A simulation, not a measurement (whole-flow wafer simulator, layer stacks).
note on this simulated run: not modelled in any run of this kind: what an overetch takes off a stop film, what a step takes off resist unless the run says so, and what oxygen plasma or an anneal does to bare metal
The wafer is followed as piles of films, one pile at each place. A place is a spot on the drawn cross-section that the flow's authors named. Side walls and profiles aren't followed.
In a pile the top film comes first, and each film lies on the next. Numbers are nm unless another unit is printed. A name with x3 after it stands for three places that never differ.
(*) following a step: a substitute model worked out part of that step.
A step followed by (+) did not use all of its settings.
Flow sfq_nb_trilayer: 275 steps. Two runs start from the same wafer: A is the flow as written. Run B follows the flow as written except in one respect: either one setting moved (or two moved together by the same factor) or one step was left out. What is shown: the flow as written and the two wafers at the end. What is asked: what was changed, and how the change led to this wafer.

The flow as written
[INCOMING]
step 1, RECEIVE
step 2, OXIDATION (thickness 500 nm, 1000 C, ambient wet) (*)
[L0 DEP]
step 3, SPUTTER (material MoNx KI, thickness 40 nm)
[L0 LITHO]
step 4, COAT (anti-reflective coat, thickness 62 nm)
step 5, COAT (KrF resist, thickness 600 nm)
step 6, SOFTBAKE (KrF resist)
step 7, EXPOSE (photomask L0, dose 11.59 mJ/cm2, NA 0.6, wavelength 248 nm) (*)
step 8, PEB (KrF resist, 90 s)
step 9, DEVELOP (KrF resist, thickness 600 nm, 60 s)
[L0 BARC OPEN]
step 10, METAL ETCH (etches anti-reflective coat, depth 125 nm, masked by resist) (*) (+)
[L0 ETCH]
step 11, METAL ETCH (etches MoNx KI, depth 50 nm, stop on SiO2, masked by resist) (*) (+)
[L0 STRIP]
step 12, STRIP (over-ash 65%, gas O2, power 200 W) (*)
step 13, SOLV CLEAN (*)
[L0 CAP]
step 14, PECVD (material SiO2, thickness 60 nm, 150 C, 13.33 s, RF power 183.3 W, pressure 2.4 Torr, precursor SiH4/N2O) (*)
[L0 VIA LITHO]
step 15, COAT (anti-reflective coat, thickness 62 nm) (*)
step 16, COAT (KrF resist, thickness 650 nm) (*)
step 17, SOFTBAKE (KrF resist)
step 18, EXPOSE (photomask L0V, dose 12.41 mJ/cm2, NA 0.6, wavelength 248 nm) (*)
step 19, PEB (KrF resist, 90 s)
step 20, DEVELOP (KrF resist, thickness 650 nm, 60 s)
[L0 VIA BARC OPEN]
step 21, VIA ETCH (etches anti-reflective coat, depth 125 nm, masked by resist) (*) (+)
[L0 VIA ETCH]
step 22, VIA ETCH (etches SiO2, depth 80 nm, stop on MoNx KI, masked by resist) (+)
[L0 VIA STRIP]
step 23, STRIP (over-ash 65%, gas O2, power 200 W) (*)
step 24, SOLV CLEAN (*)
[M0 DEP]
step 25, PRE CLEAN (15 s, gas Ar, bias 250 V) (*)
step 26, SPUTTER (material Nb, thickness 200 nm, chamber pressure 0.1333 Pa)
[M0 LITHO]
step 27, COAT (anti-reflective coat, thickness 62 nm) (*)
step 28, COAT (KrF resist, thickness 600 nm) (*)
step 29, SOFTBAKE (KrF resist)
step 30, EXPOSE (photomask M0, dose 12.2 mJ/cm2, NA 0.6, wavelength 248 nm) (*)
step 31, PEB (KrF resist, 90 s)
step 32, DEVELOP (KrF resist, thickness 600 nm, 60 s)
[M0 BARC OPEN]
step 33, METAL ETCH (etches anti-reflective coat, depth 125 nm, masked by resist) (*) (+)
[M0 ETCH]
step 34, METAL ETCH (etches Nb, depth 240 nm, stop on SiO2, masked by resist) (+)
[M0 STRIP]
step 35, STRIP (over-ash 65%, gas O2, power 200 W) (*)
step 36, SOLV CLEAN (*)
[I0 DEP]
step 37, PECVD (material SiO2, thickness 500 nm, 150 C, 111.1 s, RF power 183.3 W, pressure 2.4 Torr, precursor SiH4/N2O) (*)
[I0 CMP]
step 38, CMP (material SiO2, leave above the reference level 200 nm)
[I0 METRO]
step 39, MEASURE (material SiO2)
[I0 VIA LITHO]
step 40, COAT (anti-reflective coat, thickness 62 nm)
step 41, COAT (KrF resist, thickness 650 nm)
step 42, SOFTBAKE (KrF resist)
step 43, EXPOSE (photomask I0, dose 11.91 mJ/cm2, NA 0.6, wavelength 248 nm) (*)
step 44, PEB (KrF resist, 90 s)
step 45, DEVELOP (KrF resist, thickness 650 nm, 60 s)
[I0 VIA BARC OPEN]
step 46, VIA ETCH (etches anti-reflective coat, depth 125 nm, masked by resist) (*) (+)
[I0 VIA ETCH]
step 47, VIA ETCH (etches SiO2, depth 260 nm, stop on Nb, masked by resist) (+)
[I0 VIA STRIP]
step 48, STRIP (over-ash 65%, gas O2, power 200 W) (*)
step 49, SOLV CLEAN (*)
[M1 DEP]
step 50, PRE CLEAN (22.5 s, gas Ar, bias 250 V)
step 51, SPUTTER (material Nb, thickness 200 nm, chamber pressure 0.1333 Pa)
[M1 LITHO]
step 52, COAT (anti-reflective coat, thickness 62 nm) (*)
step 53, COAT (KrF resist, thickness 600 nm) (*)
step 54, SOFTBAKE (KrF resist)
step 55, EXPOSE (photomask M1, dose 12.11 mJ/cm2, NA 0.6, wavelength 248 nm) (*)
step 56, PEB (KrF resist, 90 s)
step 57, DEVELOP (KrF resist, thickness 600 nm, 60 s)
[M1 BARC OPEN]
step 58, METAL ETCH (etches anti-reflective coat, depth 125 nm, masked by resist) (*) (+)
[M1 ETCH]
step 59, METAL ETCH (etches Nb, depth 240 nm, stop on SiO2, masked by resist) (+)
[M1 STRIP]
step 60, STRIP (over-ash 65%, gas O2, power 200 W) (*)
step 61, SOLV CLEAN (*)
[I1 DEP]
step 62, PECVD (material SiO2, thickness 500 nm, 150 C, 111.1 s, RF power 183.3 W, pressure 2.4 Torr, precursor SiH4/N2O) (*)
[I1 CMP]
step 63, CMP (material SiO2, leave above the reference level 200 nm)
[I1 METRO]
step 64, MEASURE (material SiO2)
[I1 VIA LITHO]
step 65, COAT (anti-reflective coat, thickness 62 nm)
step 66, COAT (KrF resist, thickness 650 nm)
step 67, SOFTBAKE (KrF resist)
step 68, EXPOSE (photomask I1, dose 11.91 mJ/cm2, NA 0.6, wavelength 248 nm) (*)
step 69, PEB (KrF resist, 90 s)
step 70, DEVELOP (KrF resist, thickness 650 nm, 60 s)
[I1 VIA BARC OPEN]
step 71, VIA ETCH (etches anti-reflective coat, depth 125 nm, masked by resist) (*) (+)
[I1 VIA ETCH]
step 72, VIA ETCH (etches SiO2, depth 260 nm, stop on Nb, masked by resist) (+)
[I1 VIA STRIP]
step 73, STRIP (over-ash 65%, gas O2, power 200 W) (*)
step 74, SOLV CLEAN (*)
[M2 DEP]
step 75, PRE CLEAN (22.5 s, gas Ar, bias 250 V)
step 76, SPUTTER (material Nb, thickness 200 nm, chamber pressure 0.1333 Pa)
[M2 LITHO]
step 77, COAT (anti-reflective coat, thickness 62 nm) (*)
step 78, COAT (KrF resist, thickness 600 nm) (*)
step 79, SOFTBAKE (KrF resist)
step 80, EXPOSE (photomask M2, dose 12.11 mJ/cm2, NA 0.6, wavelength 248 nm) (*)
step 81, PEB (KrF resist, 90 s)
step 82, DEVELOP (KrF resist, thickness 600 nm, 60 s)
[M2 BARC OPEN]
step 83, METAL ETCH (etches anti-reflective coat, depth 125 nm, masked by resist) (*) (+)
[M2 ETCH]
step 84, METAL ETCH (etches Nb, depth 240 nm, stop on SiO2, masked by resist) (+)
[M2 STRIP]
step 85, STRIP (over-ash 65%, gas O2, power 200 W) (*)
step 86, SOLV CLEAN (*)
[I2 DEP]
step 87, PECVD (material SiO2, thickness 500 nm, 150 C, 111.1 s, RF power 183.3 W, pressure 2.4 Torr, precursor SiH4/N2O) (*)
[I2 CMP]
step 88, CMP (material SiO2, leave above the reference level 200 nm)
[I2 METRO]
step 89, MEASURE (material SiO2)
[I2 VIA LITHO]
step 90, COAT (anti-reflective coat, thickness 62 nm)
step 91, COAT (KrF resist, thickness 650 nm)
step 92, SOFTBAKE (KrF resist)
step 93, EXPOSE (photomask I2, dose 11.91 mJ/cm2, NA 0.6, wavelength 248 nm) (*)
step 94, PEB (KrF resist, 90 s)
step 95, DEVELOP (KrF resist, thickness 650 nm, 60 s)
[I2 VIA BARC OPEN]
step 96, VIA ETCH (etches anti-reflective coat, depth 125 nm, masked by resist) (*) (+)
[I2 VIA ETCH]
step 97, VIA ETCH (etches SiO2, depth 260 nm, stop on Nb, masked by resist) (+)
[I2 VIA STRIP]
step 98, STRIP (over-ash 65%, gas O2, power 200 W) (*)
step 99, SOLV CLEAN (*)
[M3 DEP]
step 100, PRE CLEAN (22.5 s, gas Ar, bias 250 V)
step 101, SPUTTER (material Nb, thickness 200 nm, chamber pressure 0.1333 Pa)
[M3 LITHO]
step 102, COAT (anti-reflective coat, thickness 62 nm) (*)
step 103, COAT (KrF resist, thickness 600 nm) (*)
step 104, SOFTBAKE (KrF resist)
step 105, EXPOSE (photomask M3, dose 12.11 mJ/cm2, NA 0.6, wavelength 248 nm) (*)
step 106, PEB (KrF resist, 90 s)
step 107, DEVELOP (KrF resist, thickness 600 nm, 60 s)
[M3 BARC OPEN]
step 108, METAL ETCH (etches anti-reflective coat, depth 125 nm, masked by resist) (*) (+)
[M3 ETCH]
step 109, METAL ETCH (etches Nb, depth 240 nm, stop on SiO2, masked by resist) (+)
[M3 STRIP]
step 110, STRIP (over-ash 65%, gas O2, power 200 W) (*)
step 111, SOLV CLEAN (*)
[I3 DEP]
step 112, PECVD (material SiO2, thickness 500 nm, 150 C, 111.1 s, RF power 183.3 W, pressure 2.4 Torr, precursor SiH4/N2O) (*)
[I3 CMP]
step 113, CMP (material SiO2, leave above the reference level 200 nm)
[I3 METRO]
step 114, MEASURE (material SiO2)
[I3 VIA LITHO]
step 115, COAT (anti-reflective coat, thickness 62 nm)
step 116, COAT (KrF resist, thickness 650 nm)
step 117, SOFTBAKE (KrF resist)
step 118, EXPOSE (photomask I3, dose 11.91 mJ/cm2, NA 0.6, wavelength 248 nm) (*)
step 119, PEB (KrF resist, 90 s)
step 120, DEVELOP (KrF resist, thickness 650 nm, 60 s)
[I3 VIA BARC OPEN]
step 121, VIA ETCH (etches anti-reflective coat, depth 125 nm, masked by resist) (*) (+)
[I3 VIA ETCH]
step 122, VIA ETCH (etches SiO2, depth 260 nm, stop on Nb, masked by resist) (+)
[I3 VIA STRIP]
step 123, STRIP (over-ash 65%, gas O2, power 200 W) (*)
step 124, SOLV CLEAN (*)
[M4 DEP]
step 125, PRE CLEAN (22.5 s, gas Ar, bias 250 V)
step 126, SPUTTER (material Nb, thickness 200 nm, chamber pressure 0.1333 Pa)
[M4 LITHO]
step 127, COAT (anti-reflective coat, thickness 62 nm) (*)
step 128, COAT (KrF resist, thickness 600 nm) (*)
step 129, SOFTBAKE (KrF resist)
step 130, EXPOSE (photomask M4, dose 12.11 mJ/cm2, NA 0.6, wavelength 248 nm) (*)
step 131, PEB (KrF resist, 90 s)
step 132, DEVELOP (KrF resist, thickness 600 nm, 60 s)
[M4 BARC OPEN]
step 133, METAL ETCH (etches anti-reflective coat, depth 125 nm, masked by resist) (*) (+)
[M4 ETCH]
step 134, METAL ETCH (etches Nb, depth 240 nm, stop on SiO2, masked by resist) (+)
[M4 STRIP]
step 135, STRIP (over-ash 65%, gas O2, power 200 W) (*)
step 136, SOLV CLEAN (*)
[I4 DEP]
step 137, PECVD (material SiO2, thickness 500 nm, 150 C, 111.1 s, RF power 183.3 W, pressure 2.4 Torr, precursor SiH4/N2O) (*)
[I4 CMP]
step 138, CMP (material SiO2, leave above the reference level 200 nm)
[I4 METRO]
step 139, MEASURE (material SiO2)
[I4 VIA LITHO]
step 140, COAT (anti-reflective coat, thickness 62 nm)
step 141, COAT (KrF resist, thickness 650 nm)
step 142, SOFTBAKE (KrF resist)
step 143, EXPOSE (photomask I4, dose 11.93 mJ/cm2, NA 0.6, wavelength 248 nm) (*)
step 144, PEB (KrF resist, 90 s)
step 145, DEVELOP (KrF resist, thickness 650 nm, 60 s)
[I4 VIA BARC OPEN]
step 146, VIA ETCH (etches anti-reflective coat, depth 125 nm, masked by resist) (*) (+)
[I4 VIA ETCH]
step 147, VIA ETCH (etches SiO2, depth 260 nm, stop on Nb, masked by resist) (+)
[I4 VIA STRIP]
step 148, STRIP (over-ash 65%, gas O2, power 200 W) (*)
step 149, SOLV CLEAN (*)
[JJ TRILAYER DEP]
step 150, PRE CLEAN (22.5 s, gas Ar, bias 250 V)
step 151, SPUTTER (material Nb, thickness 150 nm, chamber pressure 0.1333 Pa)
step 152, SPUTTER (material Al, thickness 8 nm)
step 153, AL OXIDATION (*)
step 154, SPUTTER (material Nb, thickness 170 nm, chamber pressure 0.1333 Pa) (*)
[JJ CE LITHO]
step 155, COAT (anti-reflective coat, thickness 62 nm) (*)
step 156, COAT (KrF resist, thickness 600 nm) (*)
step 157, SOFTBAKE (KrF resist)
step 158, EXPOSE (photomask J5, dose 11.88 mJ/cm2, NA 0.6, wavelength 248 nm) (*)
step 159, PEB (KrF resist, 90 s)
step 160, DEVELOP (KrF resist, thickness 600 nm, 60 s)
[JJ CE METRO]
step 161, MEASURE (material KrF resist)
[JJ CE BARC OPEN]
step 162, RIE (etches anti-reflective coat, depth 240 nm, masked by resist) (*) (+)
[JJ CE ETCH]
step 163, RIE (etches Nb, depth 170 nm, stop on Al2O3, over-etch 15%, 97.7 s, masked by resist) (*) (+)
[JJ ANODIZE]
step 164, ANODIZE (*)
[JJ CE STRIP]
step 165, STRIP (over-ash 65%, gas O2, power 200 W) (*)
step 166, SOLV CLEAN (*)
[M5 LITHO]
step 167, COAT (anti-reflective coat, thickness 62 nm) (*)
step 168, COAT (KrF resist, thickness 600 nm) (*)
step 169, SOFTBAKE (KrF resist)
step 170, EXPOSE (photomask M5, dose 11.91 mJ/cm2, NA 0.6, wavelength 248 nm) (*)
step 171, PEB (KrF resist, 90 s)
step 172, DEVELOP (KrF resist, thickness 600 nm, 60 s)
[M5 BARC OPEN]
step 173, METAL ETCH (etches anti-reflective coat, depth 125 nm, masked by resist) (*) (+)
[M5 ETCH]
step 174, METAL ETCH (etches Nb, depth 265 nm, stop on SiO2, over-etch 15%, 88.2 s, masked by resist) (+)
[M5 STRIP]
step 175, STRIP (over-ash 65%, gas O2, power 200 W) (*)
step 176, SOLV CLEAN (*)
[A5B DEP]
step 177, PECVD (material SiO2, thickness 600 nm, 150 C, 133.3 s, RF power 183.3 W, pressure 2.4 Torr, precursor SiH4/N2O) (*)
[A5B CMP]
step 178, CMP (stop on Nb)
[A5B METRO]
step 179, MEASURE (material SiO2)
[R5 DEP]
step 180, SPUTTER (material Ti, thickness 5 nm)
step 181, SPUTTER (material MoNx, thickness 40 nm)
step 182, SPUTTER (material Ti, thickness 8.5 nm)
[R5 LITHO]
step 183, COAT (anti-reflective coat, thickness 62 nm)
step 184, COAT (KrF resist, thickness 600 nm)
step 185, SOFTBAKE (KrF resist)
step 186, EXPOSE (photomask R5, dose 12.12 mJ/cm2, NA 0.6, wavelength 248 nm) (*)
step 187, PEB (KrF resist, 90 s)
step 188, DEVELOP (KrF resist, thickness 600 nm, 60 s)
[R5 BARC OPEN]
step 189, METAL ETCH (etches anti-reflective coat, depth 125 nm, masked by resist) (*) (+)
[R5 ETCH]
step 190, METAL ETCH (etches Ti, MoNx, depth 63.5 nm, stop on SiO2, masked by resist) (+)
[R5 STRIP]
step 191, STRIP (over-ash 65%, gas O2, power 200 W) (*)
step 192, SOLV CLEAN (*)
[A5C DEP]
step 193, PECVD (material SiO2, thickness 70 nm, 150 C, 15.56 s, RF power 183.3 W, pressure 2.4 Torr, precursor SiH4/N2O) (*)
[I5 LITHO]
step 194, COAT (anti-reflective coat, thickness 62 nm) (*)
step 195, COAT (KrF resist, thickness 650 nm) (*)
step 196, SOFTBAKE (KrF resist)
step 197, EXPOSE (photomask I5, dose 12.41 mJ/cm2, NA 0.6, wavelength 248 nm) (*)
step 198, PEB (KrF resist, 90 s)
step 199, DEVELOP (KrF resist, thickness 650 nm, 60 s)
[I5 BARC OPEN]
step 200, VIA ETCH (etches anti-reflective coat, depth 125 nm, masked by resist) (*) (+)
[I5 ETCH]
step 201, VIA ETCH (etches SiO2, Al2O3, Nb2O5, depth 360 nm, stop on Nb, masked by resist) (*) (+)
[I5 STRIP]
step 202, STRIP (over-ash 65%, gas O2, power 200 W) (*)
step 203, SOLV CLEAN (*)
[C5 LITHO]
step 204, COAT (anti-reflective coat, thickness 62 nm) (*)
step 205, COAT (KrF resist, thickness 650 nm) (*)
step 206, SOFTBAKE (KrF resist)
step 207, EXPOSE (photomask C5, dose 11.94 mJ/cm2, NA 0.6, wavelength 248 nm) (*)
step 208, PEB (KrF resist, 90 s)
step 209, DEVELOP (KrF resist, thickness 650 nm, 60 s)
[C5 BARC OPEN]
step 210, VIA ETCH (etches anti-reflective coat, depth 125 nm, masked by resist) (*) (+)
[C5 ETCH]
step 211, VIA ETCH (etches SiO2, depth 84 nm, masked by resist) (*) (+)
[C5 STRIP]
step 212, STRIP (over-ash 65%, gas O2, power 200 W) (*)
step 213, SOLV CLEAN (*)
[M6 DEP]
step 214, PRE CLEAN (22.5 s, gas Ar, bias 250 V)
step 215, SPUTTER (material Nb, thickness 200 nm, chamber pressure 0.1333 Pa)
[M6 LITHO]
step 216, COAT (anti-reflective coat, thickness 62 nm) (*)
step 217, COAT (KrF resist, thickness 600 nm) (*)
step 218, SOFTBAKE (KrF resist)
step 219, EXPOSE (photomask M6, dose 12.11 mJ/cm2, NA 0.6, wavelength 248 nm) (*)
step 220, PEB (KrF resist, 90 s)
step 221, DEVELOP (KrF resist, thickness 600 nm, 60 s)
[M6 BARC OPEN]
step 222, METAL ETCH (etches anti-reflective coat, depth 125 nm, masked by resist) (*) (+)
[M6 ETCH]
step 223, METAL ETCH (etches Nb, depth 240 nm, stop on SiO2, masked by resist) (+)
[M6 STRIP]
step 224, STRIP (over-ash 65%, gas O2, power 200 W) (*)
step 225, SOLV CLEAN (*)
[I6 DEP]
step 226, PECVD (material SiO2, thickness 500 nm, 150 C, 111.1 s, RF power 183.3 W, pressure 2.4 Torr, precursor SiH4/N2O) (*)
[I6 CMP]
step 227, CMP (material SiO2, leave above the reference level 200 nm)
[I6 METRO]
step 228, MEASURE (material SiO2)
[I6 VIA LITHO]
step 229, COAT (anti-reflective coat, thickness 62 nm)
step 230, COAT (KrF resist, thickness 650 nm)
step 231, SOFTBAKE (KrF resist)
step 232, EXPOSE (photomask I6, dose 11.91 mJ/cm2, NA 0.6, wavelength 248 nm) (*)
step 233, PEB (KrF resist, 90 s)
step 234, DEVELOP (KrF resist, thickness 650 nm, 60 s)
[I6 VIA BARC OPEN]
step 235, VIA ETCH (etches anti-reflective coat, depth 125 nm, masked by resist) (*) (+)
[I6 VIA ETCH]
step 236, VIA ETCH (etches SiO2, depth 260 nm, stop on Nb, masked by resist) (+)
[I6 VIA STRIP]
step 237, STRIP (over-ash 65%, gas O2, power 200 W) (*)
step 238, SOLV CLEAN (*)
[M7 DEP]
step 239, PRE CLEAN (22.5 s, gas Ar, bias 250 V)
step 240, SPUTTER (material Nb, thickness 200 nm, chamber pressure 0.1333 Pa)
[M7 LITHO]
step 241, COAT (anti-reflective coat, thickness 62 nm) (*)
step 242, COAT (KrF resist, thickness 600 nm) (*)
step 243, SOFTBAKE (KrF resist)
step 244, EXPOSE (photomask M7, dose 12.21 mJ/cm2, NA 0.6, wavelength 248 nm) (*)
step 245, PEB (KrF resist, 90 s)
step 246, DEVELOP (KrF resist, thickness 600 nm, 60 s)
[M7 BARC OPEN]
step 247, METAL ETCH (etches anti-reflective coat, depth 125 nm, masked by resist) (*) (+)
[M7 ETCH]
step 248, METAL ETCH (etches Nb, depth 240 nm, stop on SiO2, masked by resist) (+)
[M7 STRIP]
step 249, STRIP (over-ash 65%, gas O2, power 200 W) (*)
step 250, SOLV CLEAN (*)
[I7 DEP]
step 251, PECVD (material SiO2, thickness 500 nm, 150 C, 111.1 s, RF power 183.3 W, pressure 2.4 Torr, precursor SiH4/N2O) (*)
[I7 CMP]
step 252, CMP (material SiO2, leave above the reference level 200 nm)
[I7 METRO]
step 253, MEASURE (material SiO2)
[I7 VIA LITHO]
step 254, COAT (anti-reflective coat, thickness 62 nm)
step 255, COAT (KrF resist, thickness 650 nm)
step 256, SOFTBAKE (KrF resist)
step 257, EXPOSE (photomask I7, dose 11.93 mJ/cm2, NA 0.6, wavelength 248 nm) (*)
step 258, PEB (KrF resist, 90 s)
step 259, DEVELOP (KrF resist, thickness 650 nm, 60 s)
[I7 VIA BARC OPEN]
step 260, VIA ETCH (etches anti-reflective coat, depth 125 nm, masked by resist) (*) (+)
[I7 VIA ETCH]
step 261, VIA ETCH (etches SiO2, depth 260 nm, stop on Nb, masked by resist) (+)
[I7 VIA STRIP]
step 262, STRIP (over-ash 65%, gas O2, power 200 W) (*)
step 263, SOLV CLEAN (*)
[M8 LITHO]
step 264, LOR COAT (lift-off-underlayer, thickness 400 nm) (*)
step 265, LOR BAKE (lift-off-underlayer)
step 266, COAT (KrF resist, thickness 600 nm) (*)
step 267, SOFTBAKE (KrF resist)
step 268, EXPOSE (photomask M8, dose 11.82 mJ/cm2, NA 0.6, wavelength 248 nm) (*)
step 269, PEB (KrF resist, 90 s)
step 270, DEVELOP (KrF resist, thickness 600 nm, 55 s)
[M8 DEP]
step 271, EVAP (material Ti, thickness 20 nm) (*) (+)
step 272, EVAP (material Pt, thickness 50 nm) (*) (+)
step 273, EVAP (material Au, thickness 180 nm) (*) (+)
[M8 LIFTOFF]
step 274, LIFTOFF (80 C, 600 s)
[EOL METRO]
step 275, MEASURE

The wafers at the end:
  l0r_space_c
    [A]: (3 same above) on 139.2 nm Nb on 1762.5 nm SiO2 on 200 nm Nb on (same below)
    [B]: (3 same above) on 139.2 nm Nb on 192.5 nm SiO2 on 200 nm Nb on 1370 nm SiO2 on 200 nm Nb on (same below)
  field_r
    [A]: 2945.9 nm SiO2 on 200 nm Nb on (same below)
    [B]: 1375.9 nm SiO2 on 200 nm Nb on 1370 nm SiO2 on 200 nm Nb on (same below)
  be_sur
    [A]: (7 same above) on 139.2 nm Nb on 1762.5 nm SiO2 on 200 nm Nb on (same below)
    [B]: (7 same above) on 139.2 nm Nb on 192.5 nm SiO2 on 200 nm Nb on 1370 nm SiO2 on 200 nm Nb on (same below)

Cause: step 134, METAL ETCH: etches Nb, depth 240 nm, stop on SiO2, masked by resist (+), was skipped.

Step by step, how the change led to this:
  step 135, STRIP (over-ash 65%, gas O2, power 200 W) (*)
      p4_fl x3, p4_w1 x9, p4_g1 x2 and 15 more: A KrF resist loses 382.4 (all of it), anti-reflective coat loses 62 (all of it) | B KrF resist loses 523.6 (all of it), anti-reflective coat loses 62 (all of it)
      ln_m5, lsp_m, ln_m6: A KrF resist loses 381.9 (all of it), anti-reflective coat loses 61.8 (all of it) | B KrF resist loses 523.1 (all of it), anti-reflective coat loses 61.8 (all of it)
      (as well as at 7 more places)
  step 137, PECVD (material SiO2, thickness 500 nm, 150 C, 111.1 s, RF power 183.3 W, pressure 2.4 Torr, precursor SiH4/N2O) (*)
      field_l, be, be_sur and 55 more: A SiO2 gains 500 | B SiO2 gains 500 (new film)
      p3_s0 x6: A SiO2 gains 557.1 | B SiO2 gains 500 (new film)
      (as well as at 3 more places)
  step 138, CMP (material SiO2, leave above the reference level 200 nm)
      field_l, be, be_sur and 55 more: A SiO2 loses 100 | B SiO2 loses 300
      p3_s0 x6: A SiO2 loses 157.1 | B SiO2 loses 300
      (as well as at 3 more places)
Taking metal films that touch as one body, l0r_space_c has 3 bodies (between them, from the top down: SiO2 192.5; SiO2 1370); the flow as written gives 2 bodies (between them, from the top down: SiO2 1762.5).
Taking metal films that touch as one body, field_r has 2 bodies (between them, from the top down: SiO2 1370); the flow as written gives 1 body.
Taking metal films that touch as one body, be_sur has 5 bodies (between them, from the top down: SiO2 192.5; SiO2 209 / Al2O3 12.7 / Nb2O5 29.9; SiO2 192.5; SiO2 1370); the flow as written gives 4 bodies (between them, from the top down: SiO2 192.5; SiO2 209 / Al2O3 12.7 / Nb2O5 29.9; SiO2 1762.5).
